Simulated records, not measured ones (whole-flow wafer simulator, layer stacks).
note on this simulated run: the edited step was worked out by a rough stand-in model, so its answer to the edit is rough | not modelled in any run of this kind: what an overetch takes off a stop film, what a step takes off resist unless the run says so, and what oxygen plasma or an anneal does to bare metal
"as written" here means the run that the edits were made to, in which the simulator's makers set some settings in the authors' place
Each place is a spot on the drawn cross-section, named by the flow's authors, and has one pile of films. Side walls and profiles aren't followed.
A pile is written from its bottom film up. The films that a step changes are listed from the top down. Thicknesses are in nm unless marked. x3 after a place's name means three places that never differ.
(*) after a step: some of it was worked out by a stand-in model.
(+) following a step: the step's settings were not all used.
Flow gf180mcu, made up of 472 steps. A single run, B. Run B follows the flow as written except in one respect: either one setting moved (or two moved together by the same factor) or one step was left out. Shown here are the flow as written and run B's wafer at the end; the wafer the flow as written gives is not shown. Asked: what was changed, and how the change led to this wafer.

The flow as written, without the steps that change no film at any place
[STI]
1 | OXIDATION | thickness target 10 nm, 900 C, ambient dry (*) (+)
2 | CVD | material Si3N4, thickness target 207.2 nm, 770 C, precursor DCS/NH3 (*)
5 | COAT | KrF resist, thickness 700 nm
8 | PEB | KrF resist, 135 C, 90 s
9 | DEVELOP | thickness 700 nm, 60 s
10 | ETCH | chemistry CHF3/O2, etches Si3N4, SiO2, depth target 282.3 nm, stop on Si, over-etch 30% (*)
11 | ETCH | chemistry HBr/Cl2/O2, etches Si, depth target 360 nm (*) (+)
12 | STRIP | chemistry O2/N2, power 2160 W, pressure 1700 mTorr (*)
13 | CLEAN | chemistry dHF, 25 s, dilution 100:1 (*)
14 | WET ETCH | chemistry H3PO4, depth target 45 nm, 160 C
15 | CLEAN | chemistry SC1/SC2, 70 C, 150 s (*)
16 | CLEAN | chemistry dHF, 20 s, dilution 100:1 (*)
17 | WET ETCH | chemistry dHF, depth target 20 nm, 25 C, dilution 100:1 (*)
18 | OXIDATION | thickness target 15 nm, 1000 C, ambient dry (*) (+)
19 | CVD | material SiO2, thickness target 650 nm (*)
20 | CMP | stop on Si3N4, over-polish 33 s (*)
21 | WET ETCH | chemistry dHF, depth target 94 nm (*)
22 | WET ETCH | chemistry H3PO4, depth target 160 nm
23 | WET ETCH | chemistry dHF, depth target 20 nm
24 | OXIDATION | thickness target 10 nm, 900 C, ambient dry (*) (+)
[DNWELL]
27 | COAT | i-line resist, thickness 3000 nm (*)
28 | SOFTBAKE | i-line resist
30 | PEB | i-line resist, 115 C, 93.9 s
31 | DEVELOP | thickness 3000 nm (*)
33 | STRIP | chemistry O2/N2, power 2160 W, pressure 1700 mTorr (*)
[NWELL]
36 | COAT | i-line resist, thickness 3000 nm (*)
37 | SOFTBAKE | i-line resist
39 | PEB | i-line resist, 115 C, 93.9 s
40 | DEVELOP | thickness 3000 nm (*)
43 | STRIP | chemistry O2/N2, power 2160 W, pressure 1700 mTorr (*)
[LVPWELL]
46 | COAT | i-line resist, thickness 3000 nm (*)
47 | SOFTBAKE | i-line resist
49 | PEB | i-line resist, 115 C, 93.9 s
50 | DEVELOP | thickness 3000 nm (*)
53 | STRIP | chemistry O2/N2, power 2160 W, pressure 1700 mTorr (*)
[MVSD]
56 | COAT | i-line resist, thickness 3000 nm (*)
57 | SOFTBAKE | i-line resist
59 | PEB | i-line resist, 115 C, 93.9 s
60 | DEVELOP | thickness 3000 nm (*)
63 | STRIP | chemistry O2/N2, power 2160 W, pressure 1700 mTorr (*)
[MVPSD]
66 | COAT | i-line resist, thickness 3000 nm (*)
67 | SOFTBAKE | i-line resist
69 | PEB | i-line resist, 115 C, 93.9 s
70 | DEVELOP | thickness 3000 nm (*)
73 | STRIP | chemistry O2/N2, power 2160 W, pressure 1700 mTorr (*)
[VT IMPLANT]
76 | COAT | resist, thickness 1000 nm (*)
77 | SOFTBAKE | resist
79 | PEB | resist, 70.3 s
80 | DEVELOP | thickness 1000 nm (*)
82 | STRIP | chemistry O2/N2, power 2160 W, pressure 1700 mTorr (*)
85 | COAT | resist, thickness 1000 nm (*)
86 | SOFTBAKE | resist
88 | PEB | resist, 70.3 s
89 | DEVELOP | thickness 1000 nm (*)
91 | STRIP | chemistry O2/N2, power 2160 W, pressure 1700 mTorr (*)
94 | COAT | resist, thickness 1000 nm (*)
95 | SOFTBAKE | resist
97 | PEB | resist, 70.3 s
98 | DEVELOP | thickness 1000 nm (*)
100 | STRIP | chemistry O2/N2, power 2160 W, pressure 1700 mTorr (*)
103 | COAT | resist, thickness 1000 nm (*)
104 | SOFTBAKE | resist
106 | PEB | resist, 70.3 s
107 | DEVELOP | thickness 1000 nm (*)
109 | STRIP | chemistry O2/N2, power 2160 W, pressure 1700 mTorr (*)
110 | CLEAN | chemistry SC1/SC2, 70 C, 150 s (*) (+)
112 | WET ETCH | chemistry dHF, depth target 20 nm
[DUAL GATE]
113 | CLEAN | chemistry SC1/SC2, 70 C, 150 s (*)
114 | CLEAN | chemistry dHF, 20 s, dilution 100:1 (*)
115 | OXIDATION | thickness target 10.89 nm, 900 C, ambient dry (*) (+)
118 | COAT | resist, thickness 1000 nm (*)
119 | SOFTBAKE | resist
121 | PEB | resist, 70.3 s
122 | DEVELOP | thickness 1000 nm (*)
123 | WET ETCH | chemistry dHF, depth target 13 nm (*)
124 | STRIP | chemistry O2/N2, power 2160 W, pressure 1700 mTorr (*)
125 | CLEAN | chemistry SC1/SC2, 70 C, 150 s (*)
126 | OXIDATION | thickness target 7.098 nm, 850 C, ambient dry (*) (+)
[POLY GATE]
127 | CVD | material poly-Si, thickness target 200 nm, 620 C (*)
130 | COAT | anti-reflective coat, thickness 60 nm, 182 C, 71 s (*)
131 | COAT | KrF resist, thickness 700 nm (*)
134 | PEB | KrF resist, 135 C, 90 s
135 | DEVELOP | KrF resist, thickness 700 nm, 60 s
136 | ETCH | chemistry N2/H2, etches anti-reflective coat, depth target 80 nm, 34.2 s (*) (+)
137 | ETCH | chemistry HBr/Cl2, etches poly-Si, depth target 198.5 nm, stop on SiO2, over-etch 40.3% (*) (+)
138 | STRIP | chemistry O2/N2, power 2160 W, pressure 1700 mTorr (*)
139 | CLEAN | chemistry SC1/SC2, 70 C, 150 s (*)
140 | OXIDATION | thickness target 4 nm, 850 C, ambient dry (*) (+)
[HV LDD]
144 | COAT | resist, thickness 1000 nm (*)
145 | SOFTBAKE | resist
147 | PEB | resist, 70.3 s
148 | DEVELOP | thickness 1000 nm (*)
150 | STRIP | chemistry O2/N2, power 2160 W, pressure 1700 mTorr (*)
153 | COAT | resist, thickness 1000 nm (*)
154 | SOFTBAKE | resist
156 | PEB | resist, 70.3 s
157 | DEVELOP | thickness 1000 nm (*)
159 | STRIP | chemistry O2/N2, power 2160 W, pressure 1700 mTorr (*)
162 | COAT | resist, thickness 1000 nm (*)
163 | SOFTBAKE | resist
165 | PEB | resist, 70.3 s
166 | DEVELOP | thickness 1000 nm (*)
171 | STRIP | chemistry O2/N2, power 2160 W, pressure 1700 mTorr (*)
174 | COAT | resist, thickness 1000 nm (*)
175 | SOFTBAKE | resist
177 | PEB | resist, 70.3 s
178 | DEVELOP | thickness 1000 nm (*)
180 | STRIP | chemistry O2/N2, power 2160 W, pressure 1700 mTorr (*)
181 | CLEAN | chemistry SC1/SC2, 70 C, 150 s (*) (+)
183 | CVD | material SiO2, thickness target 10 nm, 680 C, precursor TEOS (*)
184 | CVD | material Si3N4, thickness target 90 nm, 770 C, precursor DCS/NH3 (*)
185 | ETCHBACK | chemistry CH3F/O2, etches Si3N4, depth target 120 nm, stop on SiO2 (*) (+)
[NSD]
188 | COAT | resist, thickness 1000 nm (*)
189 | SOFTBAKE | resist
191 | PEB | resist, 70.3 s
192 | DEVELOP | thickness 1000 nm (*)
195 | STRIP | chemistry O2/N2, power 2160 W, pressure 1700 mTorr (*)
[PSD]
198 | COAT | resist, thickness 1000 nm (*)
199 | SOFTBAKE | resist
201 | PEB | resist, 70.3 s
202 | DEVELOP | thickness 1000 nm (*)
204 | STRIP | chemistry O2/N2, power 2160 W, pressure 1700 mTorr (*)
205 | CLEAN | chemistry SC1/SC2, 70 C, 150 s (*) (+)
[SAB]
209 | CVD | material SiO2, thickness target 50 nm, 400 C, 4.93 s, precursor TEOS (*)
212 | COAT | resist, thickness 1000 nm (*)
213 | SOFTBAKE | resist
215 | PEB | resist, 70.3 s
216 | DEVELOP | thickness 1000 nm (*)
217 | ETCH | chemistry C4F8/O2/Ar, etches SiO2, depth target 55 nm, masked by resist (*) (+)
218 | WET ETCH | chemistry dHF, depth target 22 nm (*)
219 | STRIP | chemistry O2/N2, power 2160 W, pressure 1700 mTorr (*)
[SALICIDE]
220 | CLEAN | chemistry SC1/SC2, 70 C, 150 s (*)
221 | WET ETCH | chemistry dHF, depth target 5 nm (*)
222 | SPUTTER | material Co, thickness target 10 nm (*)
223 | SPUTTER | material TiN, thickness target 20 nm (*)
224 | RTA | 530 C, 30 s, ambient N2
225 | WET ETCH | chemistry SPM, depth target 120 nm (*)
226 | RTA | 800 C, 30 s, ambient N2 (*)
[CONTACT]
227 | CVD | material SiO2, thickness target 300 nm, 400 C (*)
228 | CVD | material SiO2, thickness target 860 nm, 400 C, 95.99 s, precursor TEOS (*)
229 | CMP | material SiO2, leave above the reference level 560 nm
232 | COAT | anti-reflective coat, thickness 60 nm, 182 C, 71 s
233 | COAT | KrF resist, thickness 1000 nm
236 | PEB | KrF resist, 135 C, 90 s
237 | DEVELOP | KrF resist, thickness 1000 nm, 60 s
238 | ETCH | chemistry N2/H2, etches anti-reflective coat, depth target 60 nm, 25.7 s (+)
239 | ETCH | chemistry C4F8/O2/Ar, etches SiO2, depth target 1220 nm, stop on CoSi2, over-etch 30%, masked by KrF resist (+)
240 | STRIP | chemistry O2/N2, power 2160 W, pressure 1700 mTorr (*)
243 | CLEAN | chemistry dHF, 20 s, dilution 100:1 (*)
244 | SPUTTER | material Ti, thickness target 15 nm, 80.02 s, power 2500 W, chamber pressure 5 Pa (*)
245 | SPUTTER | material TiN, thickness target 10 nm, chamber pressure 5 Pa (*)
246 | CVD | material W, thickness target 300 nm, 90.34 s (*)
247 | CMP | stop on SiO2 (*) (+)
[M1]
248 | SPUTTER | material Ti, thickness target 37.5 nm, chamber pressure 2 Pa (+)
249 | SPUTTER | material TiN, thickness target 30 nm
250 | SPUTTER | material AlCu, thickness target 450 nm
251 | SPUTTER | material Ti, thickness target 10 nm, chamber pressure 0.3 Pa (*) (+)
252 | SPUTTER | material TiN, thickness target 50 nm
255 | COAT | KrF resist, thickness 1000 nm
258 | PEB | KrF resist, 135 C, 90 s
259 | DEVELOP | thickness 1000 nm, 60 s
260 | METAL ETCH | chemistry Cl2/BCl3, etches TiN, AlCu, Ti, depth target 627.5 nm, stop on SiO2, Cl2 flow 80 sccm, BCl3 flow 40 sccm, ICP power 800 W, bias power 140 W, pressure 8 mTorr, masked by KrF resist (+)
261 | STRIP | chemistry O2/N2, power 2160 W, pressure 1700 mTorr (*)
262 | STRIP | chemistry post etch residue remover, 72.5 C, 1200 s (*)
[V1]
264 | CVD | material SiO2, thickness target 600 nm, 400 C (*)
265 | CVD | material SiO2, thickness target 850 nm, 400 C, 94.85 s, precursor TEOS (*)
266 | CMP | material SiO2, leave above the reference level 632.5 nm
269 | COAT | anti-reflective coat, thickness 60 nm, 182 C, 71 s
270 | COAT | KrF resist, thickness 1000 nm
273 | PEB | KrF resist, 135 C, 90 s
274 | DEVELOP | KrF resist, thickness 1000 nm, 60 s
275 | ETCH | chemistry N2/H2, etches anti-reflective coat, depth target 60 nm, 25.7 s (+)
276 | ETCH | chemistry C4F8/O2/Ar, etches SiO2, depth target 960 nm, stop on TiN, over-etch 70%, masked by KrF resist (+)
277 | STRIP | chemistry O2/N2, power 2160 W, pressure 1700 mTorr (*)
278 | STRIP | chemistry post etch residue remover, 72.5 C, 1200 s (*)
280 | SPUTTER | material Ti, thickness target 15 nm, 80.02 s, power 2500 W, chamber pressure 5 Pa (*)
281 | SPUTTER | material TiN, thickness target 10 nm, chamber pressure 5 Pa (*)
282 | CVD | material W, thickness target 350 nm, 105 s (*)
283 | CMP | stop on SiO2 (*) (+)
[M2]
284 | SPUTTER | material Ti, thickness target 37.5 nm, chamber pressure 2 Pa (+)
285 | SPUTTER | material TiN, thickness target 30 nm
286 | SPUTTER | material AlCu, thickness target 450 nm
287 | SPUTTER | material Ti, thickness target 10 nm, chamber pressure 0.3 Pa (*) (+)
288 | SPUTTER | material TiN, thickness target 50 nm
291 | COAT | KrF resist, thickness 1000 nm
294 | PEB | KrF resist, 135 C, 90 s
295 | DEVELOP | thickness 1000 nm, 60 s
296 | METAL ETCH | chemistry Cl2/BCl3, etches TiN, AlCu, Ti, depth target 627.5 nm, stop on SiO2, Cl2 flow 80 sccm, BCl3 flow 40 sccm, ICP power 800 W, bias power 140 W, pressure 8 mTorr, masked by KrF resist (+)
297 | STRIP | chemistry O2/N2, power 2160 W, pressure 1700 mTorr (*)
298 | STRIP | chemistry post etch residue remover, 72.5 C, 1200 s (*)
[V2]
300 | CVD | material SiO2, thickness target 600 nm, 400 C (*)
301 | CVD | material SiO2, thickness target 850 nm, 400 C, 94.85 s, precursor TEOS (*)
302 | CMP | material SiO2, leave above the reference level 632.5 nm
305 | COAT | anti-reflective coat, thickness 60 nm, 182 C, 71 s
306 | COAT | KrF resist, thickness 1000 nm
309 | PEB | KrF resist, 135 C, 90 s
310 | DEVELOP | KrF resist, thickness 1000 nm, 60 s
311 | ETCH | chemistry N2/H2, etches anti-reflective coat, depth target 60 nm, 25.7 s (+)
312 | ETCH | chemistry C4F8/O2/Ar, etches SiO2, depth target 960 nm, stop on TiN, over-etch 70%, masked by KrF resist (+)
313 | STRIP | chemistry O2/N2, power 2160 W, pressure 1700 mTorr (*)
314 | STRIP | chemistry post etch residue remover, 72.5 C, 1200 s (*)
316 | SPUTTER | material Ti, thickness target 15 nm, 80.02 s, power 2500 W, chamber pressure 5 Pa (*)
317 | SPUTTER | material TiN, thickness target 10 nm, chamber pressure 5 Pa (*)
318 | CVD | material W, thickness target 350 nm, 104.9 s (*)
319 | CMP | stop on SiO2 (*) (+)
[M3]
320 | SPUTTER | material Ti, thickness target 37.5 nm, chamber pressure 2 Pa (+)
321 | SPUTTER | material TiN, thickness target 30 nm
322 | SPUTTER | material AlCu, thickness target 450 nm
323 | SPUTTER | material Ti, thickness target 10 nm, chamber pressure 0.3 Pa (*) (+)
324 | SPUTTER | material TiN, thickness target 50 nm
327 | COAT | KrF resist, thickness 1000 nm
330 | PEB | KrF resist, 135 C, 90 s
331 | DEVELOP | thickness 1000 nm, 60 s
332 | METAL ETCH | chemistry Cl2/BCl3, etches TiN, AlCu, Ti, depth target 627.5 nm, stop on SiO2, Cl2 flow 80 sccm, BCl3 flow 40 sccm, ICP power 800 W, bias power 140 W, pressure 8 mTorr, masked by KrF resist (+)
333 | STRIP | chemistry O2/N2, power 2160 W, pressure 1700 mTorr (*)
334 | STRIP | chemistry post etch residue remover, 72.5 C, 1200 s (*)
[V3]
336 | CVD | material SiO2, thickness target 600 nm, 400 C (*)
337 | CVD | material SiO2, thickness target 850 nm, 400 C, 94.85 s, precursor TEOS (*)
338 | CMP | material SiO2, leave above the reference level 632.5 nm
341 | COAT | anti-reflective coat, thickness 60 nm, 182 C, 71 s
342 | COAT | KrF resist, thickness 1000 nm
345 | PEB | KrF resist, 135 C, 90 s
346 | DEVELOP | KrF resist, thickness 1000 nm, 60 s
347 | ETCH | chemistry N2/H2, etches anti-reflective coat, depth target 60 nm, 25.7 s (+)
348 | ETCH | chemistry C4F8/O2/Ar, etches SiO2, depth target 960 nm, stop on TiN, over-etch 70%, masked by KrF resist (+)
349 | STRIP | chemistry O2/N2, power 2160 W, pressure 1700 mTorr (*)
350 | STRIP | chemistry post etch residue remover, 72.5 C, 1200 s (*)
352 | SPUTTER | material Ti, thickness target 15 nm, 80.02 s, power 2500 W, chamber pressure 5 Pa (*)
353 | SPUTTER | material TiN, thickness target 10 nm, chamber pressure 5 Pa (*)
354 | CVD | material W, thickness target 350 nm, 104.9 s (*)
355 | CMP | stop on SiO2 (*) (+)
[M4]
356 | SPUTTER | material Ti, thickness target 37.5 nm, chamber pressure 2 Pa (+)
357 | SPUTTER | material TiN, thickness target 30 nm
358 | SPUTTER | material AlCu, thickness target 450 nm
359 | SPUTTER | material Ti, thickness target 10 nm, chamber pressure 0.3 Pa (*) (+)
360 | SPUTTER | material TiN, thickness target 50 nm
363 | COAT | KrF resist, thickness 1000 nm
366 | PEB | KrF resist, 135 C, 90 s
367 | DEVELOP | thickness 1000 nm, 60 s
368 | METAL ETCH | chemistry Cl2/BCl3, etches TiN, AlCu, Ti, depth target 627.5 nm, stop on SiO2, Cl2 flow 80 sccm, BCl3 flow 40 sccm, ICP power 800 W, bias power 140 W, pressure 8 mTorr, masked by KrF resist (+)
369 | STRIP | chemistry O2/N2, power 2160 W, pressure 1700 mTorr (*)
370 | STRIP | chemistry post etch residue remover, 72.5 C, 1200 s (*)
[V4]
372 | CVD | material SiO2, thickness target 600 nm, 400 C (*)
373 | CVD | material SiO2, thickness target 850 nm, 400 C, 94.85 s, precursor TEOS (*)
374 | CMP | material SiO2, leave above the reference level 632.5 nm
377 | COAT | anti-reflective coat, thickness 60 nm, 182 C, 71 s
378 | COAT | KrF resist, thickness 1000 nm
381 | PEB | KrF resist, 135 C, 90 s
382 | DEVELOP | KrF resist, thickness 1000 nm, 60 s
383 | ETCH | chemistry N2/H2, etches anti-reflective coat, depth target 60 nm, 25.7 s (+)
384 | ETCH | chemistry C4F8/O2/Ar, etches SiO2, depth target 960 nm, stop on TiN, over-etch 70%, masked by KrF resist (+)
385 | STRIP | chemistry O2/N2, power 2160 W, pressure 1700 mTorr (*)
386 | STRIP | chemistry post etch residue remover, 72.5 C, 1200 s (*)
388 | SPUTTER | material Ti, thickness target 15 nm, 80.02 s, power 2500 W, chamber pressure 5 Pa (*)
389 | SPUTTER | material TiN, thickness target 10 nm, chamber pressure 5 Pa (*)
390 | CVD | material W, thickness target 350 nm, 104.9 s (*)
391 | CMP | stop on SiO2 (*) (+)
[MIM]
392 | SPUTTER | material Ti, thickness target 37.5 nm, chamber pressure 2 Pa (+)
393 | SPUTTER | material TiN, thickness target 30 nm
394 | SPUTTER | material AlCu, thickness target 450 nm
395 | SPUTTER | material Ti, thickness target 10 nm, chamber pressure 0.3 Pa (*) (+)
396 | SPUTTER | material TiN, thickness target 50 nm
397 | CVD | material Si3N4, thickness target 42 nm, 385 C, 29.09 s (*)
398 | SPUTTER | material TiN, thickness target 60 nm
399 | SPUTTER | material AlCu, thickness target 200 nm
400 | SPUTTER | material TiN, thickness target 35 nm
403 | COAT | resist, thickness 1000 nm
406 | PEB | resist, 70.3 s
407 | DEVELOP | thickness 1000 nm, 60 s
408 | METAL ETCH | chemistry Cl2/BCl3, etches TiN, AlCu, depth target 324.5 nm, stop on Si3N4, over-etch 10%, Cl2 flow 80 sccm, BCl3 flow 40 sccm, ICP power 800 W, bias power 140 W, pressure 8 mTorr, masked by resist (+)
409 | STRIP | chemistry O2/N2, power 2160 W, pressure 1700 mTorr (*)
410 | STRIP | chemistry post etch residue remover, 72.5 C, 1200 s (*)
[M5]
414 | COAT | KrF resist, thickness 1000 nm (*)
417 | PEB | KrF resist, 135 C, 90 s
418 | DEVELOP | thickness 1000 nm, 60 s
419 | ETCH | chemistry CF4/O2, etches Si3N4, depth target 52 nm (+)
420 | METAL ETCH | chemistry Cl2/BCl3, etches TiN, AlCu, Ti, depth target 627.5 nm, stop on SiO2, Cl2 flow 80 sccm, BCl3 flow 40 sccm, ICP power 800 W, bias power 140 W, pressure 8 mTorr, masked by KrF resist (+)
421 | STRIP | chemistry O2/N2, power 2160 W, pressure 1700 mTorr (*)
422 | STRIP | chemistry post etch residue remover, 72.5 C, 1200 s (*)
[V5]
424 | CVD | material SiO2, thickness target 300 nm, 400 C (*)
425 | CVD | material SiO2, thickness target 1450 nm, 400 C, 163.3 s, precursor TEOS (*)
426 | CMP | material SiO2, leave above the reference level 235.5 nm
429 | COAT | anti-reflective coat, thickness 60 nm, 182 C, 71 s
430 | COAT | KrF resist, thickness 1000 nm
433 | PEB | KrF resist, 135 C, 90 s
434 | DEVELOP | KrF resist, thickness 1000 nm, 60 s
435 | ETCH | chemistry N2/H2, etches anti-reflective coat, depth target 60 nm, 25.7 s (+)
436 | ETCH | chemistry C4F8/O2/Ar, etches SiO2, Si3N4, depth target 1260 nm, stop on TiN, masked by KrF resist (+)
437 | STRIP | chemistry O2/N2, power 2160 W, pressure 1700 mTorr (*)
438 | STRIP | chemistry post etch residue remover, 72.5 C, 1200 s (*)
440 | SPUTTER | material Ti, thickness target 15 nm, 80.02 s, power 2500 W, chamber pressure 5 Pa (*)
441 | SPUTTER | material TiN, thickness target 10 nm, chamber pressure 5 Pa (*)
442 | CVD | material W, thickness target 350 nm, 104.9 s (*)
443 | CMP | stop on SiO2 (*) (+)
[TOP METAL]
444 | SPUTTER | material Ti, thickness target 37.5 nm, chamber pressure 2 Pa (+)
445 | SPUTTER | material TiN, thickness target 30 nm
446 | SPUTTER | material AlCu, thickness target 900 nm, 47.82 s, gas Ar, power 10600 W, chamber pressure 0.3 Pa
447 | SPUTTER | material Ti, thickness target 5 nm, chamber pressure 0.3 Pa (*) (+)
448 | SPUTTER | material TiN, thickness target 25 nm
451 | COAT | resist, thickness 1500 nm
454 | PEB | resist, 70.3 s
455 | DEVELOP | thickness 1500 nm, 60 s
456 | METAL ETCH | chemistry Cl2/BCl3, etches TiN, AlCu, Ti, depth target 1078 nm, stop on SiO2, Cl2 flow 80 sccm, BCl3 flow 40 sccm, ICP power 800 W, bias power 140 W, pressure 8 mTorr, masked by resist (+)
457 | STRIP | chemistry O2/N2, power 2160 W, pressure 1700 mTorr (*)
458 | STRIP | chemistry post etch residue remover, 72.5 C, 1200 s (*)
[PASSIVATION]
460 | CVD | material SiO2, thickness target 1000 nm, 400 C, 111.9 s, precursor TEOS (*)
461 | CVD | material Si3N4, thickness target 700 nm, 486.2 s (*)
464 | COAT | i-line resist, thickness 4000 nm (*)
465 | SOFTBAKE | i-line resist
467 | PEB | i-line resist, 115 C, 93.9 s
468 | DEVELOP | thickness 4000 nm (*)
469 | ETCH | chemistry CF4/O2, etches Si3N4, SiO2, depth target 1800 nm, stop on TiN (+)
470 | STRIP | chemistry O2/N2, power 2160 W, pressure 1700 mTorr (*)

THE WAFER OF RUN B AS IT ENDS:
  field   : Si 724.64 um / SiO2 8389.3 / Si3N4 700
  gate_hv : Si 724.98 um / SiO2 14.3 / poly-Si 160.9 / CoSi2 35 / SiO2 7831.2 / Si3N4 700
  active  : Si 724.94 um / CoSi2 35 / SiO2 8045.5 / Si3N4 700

What caused this: step 227, CVD: thickness target 462 nm was run, though the flow has thickness target 300 nm.

The path from the change to this, step by step:
  227 | CVD | material SiO2, thickness target 300 nm, 400 C (*)
      field, field__w1, field__w2 and 57 more: SiO2 gains 462 (in the flow as written it would be: SiO2 gains 300)
      active, p_well, gate and 46 more: SiO2 gains 462 (new film) (in the flow as written it would be: SiO2 gains 300 (new film))
      (as well as at 2 more places)
  228 | CVD | material SiO2, thickness target 860 nm, 400 C, 95.99 s, precursor TEOS (*)
      ld_drift_p: SiO2 gains 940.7 (in the flow as written it would be: SiO2 gains 979.4)
      ld_drn_p: SiO2 gains 940.7 (in the flow as written it would be: SiO2 gains 983.8)
  239 | ETCH | chemistry C4F8/O2/Ar, etches SiO2, depth target 1220 nm, stop on CoSi2, over-etch 30%, masked by KrF resist (+)
      field, field__w1, field__w2 and 105 more: KrF resist loses 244 (in the flow as written it would be: KrF resist loses 223.5)
      polyc_n, polyc_p: SiO2 loses 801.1 (all of it) (in the flow as written it would be: SiO2 loses 639.1 (all of it))
      (as well as at 1 more place)
  240 | STRIP | chemistry O2/N2, power 2160 W, pressure 1700 mTorr (*)
      field, field__w1, field__w2 and 105 more: KrF resist loses 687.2 (all of it), anti-reflective coat loses 60 (all of it) (in the flow as written it would be: KrF resist loses 707.7 (all of it), anti-reflective coat loses 60 (all of it))
  244 | SPUTTER | material Ti, thickness target 15 nm, 80.02 s, power 2500 W, chamber pressure 5 Pa (*)
      contact: Ti gains 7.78 (new film) (in the flow as written it would be: Ti gains 8.55 (new film))
  246 | CVD | material W, thickness target 300 nm, 90.34 s (*)
      polyc_n, polyc_p: W gains 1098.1 (new film) (in the flow as written it would be: W gains 936.1 (new film))
      contact: W gains 1330.8 (new film) (in the flow as written it would be: W gains 1167.5 (new film))
